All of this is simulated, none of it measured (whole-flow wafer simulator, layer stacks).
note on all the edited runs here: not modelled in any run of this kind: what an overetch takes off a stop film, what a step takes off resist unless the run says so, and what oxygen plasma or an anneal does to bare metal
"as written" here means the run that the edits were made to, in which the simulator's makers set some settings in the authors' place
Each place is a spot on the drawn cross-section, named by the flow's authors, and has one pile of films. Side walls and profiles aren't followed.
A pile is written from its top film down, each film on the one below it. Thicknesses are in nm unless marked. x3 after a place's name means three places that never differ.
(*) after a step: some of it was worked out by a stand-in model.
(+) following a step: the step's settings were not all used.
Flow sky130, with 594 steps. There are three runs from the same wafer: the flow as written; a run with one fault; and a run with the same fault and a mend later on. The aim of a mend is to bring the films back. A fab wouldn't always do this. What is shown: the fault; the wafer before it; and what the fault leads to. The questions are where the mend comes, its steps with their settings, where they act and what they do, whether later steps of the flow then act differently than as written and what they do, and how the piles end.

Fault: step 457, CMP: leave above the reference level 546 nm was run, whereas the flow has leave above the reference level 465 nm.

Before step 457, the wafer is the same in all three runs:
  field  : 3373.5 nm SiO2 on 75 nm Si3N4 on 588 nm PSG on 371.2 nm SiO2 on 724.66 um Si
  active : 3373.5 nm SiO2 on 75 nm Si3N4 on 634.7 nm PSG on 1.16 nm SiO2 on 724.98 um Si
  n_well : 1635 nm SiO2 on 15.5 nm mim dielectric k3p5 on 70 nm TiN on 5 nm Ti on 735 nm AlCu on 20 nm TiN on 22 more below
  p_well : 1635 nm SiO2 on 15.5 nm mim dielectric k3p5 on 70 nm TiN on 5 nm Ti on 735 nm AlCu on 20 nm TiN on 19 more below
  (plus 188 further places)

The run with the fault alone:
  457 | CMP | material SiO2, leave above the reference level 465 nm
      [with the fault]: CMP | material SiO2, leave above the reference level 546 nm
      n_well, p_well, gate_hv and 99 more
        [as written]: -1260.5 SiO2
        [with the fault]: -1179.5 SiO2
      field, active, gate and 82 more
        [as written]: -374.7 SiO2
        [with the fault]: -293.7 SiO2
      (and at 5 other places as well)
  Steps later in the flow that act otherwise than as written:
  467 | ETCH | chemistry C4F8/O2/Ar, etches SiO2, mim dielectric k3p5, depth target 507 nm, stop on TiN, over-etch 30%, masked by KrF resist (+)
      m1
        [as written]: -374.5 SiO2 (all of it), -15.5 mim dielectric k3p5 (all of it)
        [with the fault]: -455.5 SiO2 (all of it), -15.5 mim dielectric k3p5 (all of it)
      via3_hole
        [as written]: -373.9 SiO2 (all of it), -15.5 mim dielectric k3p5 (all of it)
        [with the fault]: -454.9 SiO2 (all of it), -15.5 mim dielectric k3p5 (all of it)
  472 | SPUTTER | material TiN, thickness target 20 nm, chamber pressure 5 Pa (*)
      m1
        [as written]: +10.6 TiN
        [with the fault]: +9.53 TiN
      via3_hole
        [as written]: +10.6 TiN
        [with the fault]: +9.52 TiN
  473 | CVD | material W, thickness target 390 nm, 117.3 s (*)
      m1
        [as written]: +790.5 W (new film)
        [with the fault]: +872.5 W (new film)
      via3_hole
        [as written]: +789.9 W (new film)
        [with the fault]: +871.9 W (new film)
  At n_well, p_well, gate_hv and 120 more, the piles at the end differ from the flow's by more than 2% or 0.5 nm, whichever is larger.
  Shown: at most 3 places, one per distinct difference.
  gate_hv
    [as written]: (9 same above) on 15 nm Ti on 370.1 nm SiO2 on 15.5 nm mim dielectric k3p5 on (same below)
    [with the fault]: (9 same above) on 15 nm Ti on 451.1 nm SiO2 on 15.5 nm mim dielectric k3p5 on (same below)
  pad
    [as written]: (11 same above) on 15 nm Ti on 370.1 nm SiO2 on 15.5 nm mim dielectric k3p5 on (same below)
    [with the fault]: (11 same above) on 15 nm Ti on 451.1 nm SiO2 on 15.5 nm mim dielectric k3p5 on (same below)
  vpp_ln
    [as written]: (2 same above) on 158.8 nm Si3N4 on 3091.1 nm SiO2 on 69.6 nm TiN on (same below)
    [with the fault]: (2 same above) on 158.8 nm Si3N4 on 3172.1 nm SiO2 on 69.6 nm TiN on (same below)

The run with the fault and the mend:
  The mend stands after step 457.
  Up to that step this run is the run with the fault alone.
  457a | CMP | material SiO2, leave above the reference level 465 nm (the flow's step 457 again)
      field, active, n_well and 189 more
        -81 SiO2
  Later steps of the flow that are run all act as written at every place that is followed.
  The piles end the same as the flow's at every place that both follow.
